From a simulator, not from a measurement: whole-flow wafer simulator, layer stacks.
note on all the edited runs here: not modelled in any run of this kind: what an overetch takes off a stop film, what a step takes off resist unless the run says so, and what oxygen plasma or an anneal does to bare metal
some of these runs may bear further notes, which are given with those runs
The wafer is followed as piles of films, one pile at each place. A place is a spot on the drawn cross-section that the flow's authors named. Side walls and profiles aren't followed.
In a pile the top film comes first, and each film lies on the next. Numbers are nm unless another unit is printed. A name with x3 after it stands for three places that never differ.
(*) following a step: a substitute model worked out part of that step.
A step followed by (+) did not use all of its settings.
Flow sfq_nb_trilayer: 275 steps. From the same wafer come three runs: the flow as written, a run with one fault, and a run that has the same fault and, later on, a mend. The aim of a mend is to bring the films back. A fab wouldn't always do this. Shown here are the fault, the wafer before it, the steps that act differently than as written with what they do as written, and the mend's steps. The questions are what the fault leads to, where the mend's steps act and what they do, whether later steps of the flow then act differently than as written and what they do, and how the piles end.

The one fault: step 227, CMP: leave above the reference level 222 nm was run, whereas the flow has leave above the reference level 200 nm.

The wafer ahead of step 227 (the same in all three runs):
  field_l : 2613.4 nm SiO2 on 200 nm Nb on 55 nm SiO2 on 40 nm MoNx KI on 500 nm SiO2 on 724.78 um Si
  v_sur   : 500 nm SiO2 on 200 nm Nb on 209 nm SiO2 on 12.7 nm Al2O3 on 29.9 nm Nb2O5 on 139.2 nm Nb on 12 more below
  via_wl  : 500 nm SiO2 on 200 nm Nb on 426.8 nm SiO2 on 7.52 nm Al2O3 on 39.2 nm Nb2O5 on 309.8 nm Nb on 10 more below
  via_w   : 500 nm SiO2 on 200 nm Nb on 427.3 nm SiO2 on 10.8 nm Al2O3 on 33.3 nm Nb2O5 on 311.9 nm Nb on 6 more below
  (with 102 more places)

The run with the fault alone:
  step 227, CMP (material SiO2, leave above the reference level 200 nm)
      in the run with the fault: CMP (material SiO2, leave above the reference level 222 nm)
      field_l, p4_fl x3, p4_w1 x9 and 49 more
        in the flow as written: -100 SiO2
        in the run with the fault: -78 SiO2
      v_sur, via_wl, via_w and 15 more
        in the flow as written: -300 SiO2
        in the run with the fault: -278 SiO2
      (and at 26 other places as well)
  Steps later in the flow that act otherwise than as written (3 more steps, not shown, differ only slightly: by at most 2% or 0.5 nm, whichever is larger):
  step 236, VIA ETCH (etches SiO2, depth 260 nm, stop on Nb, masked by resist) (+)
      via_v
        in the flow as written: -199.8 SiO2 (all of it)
        in the run with the fault: -221.8 SiO2 (all of it)
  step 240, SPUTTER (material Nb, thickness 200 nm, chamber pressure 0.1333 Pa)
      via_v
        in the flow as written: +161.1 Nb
        in the run with the fault: +155.9 Nb
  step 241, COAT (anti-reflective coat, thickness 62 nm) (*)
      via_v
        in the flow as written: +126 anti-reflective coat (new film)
        in the run with the fault: +130.9 anti-reflective coat (new film)
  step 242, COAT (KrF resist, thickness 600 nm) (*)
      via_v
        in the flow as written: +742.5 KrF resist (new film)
        in the run with the fault: +761.1 KrF resist (new film)
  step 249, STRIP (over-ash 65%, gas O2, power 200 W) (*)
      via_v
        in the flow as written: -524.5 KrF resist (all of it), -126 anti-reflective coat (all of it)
        in the run with the fault: -543.1 KrF resist (all of it), -130.9 anti-reflective coat (all of it)
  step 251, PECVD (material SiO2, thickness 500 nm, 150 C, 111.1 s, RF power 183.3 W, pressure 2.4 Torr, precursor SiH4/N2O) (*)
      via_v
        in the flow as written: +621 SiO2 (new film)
        in the run with the fault: +648.2 SiO2 (new film)
  The piles end different from the flow's at v_sur, via_wl, via_w and 62 more by more than 2% or 0.5 nm, whichever is larger.
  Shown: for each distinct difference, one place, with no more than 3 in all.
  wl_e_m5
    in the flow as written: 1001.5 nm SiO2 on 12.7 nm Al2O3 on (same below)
    in the run with the fault: 1023.5 nm SiO2 on 12.7 nm Al2O3 on (same below)
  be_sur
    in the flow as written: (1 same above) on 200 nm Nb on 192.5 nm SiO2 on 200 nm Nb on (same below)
    in the run with the fault: (1 same above) on 200 nm Nb on 214.5 nm SiO2 on 200 nm Nb on (same below)
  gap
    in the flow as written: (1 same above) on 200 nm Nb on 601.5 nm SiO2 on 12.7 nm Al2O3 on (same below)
    in the run with the fault: (1 same above) on 200 nm Nb on 623.5 nm SiO2 on 12.7 nm Al2O3 on (same below)

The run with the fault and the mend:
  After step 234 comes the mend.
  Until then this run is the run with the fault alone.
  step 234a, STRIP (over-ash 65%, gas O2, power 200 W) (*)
      field_l, v_sur, via_wl and 102 more
        -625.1 KrF resist (all of it), -62 anti-reflective coat (all of it)
      via_v
        -62 anti-reflective coat (all of it)
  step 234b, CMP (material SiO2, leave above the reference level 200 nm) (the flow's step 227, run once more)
      field_l, v_sur, via_wl and 103 more
        -22 SiO2
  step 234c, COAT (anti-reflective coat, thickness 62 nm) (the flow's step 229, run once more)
      field_l, v_sur, via_wl and 103 more
        +62 anti-reflective coat (new film)
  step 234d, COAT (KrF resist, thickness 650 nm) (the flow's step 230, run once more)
      field_l, v_sur, via_wl and 103 more
        +650 KrF resist (new film)
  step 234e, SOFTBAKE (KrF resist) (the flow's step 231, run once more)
      does not change any film at any place that is followed
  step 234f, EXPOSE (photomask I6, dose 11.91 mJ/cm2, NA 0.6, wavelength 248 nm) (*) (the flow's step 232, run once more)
      does not change any film at any place that is followed
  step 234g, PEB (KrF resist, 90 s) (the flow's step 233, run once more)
      field_l, v_sur, via_wl and 103 more
        -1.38 KrF resist
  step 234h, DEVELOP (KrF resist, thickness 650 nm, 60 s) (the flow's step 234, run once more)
      field_l, v_sur, via_wl and 102 more
        -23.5 KrF resist
      via_v
        -648.6 KrF resist (all of it)
  None of the later steps of the flow acts differently than as written at any place that is followed.
  The piles end the same as the flow's at every place that both follow.
